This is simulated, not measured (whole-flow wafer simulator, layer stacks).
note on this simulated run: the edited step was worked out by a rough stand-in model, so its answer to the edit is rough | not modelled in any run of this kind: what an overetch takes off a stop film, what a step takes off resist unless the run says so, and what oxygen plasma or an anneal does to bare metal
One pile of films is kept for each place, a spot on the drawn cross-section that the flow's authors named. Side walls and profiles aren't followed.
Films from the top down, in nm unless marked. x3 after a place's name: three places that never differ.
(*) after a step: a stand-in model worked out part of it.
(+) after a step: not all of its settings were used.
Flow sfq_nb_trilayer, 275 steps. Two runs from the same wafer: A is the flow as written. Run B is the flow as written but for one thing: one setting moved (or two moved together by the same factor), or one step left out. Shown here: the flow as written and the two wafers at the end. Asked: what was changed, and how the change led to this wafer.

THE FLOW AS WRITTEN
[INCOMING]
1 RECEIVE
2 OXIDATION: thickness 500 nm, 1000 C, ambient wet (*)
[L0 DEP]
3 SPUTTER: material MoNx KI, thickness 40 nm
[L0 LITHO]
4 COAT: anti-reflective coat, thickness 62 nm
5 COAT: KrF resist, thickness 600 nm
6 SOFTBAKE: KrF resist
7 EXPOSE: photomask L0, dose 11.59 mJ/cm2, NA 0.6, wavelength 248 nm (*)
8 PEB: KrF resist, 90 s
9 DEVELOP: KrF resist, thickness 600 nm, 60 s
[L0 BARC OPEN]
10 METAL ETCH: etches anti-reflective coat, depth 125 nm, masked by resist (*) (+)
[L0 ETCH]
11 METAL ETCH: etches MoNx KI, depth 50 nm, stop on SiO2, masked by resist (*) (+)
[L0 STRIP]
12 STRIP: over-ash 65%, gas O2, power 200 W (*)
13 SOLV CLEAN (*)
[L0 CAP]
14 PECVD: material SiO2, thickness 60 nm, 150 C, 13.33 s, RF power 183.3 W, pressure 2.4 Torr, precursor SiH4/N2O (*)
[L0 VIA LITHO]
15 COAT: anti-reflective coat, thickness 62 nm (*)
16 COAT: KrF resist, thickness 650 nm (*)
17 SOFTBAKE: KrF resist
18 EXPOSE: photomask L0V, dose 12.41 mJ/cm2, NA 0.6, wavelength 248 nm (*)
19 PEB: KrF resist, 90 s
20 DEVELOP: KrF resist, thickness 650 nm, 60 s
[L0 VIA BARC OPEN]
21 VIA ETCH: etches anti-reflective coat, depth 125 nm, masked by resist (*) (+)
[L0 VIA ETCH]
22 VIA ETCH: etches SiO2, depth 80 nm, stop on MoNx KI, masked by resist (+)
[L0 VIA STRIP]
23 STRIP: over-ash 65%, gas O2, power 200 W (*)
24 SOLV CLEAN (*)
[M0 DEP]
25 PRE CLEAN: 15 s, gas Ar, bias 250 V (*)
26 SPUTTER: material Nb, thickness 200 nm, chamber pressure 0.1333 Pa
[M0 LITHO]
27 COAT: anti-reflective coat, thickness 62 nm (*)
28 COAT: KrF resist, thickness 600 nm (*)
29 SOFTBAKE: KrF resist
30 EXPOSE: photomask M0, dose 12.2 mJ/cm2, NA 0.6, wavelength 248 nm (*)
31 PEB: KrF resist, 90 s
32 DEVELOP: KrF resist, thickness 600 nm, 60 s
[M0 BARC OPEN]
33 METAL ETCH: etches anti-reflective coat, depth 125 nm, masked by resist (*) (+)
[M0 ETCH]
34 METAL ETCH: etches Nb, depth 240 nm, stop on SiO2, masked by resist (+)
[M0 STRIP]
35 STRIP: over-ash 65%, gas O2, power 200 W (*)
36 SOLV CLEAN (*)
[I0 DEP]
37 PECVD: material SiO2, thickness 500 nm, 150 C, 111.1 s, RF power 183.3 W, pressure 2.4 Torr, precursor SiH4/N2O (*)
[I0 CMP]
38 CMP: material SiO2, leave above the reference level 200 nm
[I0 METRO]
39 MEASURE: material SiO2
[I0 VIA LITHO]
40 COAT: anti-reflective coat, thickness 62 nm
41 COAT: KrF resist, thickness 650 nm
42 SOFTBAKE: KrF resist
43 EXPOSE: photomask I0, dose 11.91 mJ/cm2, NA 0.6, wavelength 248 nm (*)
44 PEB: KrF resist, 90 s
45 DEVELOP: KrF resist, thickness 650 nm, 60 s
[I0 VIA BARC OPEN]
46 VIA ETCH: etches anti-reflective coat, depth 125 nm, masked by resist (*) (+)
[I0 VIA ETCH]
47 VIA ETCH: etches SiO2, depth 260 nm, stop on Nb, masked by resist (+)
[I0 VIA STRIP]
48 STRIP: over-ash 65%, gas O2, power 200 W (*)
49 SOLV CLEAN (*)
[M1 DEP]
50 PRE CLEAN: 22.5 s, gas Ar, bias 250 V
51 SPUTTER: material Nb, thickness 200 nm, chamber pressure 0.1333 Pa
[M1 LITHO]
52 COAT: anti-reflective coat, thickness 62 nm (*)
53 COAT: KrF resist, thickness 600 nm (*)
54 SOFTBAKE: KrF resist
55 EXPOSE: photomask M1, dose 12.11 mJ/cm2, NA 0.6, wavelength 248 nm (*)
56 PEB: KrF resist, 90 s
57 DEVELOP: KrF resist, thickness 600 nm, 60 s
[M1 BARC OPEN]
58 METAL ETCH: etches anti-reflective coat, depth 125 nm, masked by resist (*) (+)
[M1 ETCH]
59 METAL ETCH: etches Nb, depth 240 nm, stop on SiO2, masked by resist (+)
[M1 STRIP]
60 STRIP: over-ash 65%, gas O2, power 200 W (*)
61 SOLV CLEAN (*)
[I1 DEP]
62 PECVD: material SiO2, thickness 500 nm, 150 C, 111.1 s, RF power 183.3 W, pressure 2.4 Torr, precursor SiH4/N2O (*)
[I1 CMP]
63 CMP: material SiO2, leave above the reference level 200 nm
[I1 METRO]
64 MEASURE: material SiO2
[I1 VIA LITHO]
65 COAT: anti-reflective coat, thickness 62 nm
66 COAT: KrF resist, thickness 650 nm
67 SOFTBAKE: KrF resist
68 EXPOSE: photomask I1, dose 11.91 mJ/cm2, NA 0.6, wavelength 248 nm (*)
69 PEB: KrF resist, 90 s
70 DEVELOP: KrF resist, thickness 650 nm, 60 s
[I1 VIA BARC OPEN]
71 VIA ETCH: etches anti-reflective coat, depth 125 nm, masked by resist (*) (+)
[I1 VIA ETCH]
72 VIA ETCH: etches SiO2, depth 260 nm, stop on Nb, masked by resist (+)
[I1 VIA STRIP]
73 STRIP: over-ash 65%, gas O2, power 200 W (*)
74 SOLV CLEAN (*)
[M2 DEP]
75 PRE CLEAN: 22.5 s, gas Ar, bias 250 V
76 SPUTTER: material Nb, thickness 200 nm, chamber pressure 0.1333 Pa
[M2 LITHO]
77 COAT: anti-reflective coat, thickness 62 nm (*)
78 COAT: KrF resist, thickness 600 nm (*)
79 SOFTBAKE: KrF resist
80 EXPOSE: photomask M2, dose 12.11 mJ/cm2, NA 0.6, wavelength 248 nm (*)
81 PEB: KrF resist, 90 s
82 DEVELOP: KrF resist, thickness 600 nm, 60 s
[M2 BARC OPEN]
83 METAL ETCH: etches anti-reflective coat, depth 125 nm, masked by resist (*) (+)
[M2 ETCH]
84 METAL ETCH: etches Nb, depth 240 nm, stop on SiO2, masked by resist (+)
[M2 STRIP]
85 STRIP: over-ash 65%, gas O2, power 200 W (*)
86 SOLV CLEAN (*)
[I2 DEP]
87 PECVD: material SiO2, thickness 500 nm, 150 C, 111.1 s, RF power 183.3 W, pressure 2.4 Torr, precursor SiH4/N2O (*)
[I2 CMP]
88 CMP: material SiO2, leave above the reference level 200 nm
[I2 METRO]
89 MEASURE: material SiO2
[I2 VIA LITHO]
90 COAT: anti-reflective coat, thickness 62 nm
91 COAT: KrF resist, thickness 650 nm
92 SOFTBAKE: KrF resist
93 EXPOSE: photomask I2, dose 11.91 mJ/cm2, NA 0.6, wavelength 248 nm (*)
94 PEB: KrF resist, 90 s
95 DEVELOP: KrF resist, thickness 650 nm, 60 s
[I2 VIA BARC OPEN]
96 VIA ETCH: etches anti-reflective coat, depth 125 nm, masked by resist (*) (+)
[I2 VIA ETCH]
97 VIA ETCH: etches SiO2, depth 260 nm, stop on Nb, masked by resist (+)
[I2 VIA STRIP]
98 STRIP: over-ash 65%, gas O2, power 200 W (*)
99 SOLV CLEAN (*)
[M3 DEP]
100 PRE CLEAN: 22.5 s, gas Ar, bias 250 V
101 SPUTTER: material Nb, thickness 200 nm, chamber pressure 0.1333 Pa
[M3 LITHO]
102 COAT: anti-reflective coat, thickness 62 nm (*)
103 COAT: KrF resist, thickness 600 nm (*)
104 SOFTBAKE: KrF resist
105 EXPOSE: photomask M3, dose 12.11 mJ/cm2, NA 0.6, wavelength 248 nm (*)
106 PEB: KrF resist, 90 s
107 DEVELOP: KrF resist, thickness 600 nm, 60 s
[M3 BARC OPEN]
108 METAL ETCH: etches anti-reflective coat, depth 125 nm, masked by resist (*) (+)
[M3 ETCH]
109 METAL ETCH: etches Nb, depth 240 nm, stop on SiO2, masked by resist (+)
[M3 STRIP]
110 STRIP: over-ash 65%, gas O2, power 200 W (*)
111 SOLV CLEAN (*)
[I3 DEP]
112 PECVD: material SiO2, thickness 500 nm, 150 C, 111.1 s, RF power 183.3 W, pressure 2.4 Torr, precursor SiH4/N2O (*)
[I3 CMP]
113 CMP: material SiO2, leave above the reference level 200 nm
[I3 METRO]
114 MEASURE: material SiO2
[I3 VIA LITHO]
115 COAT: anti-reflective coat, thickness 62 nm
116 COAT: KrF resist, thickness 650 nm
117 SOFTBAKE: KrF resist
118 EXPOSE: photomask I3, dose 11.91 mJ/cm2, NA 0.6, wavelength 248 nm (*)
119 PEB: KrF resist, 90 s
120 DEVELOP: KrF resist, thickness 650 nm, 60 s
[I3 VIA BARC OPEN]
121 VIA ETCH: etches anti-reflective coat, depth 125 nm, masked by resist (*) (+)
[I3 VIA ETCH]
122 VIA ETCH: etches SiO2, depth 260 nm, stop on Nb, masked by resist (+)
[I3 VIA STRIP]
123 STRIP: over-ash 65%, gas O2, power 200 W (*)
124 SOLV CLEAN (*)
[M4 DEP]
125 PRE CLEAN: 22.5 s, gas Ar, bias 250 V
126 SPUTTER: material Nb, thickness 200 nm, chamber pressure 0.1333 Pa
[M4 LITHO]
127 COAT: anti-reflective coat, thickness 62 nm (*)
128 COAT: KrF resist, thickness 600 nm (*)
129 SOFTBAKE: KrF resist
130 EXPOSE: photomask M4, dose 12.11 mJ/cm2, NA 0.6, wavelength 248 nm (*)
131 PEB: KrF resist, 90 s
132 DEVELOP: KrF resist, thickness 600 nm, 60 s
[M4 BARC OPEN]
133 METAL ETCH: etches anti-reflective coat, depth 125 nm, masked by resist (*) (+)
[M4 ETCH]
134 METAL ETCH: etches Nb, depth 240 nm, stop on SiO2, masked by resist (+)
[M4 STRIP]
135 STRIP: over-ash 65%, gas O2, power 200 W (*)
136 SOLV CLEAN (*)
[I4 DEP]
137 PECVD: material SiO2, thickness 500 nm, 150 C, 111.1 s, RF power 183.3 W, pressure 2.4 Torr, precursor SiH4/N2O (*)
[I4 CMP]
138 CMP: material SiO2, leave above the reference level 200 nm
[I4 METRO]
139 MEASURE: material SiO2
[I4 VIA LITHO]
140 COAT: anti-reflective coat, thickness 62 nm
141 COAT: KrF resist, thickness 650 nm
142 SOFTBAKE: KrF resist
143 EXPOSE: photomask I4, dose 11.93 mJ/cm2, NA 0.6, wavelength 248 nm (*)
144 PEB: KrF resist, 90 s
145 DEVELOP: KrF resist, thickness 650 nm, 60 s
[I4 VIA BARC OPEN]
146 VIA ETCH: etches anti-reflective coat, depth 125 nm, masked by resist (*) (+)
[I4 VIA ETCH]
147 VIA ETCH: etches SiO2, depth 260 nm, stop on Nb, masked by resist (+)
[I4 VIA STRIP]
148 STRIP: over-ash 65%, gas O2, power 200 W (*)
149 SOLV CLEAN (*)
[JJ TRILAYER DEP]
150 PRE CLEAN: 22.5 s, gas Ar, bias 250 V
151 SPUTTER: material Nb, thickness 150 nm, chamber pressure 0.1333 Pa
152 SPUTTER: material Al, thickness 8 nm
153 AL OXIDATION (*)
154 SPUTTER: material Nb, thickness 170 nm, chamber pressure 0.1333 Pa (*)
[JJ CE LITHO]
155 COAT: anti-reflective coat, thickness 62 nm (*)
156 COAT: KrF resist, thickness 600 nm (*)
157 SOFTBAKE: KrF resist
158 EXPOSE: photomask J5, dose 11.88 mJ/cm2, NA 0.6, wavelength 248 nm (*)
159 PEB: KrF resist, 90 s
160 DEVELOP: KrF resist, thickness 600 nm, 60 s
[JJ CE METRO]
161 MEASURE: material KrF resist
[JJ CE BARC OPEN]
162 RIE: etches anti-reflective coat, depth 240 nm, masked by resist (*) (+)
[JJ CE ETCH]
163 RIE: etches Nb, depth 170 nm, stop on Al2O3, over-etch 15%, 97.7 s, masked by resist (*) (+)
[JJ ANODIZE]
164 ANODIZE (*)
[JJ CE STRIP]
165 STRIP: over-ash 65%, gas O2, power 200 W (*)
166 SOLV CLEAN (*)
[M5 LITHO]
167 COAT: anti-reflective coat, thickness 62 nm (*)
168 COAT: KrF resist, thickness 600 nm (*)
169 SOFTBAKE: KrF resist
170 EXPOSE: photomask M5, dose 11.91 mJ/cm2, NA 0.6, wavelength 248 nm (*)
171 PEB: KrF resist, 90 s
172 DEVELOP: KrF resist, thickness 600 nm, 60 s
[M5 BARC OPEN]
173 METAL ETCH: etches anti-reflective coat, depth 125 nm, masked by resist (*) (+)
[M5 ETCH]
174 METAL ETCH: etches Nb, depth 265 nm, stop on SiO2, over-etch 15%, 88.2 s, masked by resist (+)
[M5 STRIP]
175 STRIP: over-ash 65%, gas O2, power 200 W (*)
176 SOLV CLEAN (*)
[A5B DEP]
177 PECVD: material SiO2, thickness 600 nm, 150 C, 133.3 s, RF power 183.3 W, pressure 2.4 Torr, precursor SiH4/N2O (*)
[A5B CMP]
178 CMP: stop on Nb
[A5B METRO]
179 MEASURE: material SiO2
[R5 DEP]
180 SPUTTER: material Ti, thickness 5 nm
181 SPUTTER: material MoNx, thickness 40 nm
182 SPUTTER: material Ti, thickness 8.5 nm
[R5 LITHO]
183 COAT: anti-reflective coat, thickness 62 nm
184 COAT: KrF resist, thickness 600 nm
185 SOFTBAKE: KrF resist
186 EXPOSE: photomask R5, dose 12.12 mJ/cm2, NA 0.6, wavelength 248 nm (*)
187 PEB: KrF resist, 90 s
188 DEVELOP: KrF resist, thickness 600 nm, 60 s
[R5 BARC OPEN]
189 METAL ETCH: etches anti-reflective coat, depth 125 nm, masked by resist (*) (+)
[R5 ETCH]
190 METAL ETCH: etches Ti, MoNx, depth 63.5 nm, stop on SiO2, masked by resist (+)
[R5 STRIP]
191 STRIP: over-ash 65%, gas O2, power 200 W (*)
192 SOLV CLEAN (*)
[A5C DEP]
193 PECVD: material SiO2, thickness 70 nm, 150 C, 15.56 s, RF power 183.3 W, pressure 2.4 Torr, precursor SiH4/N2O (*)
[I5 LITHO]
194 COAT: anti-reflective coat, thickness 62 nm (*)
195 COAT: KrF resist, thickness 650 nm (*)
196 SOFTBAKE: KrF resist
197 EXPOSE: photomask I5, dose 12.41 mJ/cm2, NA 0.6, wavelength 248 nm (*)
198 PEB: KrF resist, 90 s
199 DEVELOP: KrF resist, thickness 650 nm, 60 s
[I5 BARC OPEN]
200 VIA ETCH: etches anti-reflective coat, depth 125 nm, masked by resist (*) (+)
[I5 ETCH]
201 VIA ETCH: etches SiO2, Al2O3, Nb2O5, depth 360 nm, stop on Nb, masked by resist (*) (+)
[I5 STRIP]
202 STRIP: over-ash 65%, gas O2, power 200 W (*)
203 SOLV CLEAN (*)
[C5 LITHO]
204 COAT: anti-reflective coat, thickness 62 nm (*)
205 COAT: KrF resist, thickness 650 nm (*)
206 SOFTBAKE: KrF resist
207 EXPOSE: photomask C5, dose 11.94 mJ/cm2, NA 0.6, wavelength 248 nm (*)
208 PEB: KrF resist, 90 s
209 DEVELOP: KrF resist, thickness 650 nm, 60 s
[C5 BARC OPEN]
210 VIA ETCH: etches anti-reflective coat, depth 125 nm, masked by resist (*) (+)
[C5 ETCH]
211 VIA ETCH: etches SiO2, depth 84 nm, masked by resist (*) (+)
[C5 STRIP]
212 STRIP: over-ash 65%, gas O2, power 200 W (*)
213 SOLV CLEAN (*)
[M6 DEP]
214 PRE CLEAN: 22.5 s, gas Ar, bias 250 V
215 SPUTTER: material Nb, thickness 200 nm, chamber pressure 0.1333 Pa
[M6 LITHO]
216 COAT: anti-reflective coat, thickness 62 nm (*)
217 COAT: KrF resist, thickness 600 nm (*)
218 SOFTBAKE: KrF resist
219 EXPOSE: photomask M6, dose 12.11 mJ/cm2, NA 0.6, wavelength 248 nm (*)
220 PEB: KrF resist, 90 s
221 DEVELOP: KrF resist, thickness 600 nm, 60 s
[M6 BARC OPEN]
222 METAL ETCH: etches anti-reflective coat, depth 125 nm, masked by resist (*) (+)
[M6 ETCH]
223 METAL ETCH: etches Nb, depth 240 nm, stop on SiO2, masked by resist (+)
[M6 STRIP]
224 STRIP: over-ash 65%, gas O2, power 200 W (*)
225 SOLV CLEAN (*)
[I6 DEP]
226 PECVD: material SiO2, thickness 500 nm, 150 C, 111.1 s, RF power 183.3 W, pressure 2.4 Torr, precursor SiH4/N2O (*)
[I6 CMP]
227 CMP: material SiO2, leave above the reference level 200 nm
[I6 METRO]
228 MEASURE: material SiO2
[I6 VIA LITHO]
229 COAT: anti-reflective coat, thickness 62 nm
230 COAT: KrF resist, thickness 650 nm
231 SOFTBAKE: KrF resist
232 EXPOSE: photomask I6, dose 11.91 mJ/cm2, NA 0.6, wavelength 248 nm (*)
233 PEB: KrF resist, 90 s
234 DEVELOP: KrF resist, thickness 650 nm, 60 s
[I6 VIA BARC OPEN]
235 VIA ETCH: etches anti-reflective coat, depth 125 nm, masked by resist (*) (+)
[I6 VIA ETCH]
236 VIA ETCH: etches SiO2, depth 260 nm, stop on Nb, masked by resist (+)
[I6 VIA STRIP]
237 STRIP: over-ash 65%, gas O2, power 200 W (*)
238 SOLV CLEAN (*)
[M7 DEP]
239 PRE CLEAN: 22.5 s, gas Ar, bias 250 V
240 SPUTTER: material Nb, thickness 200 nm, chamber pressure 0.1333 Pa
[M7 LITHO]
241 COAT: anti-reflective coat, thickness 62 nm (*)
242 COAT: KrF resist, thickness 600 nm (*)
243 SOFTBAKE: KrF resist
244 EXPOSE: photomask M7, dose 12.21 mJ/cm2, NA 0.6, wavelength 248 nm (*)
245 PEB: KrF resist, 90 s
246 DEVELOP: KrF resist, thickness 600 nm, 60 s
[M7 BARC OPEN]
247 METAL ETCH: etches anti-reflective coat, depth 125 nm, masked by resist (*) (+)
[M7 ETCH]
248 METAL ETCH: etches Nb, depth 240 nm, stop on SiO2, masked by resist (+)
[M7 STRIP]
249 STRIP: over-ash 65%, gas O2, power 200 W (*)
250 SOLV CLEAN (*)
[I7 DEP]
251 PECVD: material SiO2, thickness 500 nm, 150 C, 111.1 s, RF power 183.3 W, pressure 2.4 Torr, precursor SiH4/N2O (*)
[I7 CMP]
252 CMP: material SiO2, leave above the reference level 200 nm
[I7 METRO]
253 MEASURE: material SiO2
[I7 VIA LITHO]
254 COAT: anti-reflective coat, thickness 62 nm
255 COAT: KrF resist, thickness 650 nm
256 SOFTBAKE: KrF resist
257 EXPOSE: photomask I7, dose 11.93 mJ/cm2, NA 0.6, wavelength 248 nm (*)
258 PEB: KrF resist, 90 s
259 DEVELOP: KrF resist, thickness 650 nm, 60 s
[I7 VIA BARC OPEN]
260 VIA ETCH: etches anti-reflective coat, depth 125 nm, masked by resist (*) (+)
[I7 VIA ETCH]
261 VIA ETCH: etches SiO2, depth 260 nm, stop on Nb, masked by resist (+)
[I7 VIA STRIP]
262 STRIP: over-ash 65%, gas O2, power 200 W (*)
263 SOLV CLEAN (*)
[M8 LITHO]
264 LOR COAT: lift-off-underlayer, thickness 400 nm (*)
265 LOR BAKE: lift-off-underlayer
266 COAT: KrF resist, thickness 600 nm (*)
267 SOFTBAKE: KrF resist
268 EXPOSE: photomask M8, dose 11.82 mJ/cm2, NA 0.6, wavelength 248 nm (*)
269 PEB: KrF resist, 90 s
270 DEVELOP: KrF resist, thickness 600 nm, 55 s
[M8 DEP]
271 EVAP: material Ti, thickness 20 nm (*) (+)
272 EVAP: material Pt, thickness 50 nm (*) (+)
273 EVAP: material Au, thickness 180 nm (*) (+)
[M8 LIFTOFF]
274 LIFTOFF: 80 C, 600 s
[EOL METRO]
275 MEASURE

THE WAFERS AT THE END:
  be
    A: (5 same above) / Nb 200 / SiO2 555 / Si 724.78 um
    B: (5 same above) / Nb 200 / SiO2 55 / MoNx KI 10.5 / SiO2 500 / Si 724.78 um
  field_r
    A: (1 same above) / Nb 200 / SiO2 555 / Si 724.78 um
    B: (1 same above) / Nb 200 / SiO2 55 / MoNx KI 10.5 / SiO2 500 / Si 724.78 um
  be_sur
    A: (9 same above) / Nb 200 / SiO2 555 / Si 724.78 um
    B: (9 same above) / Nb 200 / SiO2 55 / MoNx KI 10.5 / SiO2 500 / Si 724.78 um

The cause: step 11, METAL ETCH: depth 29.5 nm was run, where the flow has depth 50 nm.

How the change led to this, step by step:
  11 METAL ETCH: etches MoNx KI, depth 50 nm, stop on SiO2, masked by resist (*) (+)
      v_sur, via_wl, via_w and 97 more: A MoNx KI -40 (all of it) | B MoNx KI -29.5
      field_l, l0_sur, l0v, l0r_line_l, l0r_line_c, l0r_line_r: A KrF resist -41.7 | B KrF resist -24.6
  12 STRIP: over-ash 65%, gas O2, power 200 W (*)
      field_l, l0_sur, l0v, l0r_line_l, l0r_line_c, l0r_line_r: A KrF resist -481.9 (all of it), anti-reflective coat -62 (all of it) | B KrF resist -499 (all of it), anti-reflective coat -62 (all of it)
  14 PECVD: material SiO2, thickness 60 nm, 150 C, 13.33 s, RF power 183.3 W, pressure 2.4 Torr, precursor SiH4/N2O (*)
      v_sur, via_wl, via_w and 97 more: A SiO2 +60 | B SiO2 +60 (new film)
  15 COAT: anti-reflective coat, thickness 62 nm (*)
      field_l: A anti-reflective coat +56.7 (new film) | B anti-reflective coat +57.9 (new film)
      v_sur: A anti-reflective coat +72.2 (new film) | B anti-reflective coat +69.6 (new film)
      (and at 3 more places)
  23 STRIP: over-ash 65%, gas O2, power 200 W (*)
      field_l: A KrF resist -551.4 (all of it), anti-reflective coat -56.7 (all of it) | B KrF resist -553.7 (all of it), anti-reflective coat -57.9 (all of it)
      v_sur: A KrF resist -570.5 (all of it), anti-reflective coat -72.2 (all of it) | B KrF resist -567.5 (all of it), anti-reflective coat -69.6 (all of it)
      (and at 3 more places)
  27 COAT: anti-reflective coat, thickness 62 nm (*)
      field_l: A anti-reflective coat +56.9 (new film) | B anti-reflective coat +58.1 (new film)
      v_sur: A anti-reflective coat +72.3 (new film) | B anti-reflective coat +69.7 (new film)
      (and at 3 more places)
  35 STRIP: over-ash 65%, gas O2, power 200 W (*)
      field_l: A KrF resist -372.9 (all of it), anti-reflective coat -56.9 (all of it) | B KrF resist -375.4 (all of it), anti-reflective coat -58.1 (all of it)
      v_sur: A KrF resist -391.6 (all of it), anti-reflective coat -72.3 (all of it) | B KrF resist -389 (all of it), anti-reflective coat -69.7 (all of it)
      (and at 3 more places)
  38 CMP: material SiO2, leave above the reference level 200 nm
      field_l, l0_sur, l0r_line_l, l0r_line_c, l0r_line_r: A SiO2 -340 | B SiO2 -329.5
      l0v: A SiO2 -277.8 | B SiO2 -267.3
Counting metal films that touch as one body, be has 4 bodies (between them, from the top down: SiO2 503.2; SiO2 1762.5; SiO2 55); the flow as written gives 3 bodies (between them, from the top down: SiO2 503.2; SiO2 1762.5).
Counting metal films that touch as one body, field_r has 2 bodies (between them, from the top down: SiO2 55); the flow as written gives 1 body.
Counting metal films that touch as one body, be_sur has 5 bodies (between them, from the top down: SiO2 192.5; SiO2 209 / Al2O3 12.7 / Nb2O5 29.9; SiO2 1762.5; SiO2 55); the flow as written gives 4 bodies (between them, from the top down: SiO2 192.5; SiO2 209 / Al2O3 12.7 / Nb2O5 29.9; SiO2 1762.5).
